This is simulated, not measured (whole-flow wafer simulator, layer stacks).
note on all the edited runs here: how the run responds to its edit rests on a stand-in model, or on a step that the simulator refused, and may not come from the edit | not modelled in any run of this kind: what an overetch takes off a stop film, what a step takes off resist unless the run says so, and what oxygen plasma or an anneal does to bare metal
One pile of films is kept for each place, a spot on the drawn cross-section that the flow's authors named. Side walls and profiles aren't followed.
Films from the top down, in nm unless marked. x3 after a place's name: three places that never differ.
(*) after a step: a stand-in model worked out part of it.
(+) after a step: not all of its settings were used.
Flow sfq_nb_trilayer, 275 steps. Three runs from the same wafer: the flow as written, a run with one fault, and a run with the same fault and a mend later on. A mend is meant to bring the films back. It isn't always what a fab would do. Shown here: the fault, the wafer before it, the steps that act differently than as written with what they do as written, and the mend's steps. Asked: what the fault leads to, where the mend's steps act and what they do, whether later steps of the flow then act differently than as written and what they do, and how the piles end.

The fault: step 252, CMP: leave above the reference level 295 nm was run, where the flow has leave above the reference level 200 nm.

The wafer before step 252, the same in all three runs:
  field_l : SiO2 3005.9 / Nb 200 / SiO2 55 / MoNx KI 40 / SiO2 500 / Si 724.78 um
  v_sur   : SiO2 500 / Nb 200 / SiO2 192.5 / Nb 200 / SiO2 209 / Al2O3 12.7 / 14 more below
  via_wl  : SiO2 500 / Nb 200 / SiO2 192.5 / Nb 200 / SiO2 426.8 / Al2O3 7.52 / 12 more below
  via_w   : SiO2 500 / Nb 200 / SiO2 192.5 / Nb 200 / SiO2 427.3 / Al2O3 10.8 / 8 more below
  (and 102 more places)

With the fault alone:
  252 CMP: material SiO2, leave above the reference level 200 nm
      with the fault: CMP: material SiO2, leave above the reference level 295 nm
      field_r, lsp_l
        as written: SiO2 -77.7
        with the fault: nothing
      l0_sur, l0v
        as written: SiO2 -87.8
        with the fault: nothing
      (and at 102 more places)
  Later steps of the flow that act differently than as written (6 more steps differ only slightly, by at most 2% or 0.5 nm, whichever is larger, and aren't shown):
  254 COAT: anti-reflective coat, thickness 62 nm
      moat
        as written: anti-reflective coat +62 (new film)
        with the fault: anti-reflective coat +60.4 (new film)
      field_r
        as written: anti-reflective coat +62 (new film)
        with the fault: anti-reflective coat +68.4 (new film)
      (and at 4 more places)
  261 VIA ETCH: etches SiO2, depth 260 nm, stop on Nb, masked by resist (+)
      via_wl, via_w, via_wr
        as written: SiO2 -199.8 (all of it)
        with the fault: SiO2 -260
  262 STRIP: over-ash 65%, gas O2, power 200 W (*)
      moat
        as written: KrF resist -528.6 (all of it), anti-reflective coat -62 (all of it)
        with the fault: KrF resist -527.6 (all of it), anti-reflective coat -60.4 (all of it)
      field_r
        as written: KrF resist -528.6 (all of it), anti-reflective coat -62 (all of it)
        with the fault: KrF resist -535.3 (all of it), anti-reflective coat -68.4 (all of it)
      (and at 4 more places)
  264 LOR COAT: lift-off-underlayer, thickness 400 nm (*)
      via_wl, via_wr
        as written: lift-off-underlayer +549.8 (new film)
        with the fault: lift-off-underlayer +594.7 (new film)
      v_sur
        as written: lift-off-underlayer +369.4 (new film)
        with the fault: lift-off-underlayer +360.2 (new film)
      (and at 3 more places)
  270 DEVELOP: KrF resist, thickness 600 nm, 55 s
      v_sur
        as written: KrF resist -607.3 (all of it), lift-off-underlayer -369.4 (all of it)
        with the fault: KrF resist -609.9 (all of it), lift-off-underlayer -360.2 (all of it)
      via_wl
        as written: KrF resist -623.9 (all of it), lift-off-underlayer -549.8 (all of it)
        with the fault: KrF resist -631.3 (all of it), lift-off-underlayer -594.7 (all of it)
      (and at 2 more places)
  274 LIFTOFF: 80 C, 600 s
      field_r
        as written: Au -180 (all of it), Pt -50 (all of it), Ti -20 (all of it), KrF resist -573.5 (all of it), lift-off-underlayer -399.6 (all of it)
        with the fault: Au -180 (all of it), Pt -50 (all of it), Ti -20 (all of it), KrF resist -575.6 (all of it), lift-off-underlayer -411 (all of it)
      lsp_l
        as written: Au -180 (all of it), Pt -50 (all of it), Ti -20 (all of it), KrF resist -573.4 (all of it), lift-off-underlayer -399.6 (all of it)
        with the fault: Au -180 (all of it), Pt -50 (all of it), Ti -20 (all of it), KrF resist -576.1 (all of it), lift-off-underlayer -410.4 (all of it)
  At the end the piles differ from the flow's by more than 2% or 0.5 nm, whichever is larger, at field_l, v_sur, via_wl and 103 more.
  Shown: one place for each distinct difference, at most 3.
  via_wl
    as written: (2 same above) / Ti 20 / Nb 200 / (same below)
    with the fault: (2 same above) / Ti 20 / SiO2 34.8 / Nb 200 / (same below)
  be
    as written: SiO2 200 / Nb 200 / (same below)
    with the fault: SiO2 295 / Nb 200 / (same below)
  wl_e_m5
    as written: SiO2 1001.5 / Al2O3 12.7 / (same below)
    with the fault: SiO2 1096.5 / Al2O3 12.7 / (same below)

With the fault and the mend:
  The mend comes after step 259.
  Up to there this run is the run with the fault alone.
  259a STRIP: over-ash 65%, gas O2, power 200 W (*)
      p4_fl x3, p4_w1 x9, p4_g1 x2 and 63 more
        KrF resist -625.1 (all of it), anti-reflective coat -62 (all of it)
      field_l, v_sur, via_sp, via_v, wire, be, be_sur
        KrF resist -625 (all of it), anti-reflective coat -62 (all of it)
      jj_sur, ce_l, c5j, ce_r
        KrF resist -624.9 (all of it), anti-reflective coat -61.9 (all of it)
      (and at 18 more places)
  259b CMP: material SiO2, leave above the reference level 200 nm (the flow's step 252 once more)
      field_l, v_sur, via_wl and 99 more
        SiO2 -95
      field_r, lsp_l
        SiO2 -77.7
      l0_sur, l0v
        SiO2 -87.8
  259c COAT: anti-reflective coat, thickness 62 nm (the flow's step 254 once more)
      field_l, v_sur, via_wl and 103 more
        anti-reflective coat +62 (new film)
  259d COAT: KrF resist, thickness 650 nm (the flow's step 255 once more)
      field_l, v_sur, via_wl and 103 more
        KrF resist +650 (new film)
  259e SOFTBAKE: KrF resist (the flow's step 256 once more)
      changes no film at any place that is followed
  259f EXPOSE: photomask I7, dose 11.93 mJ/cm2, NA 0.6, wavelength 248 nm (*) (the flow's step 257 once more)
      changes no film at any place that is followed
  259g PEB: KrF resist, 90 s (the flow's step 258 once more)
      field_l, v_sur, via_wl and 103 more
        KrF resist -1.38
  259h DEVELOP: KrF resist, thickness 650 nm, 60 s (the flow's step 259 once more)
      field_l, v_sur, via_sp and 100 more
        KrF resist -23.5
      via_wl, via_w, via_wr
        KrF resist -648.6 (all of it)
  No later step of the flow acts differently than as written at any place that is followed.
  At the end the piles are the same as the flow's at every place that both follow.
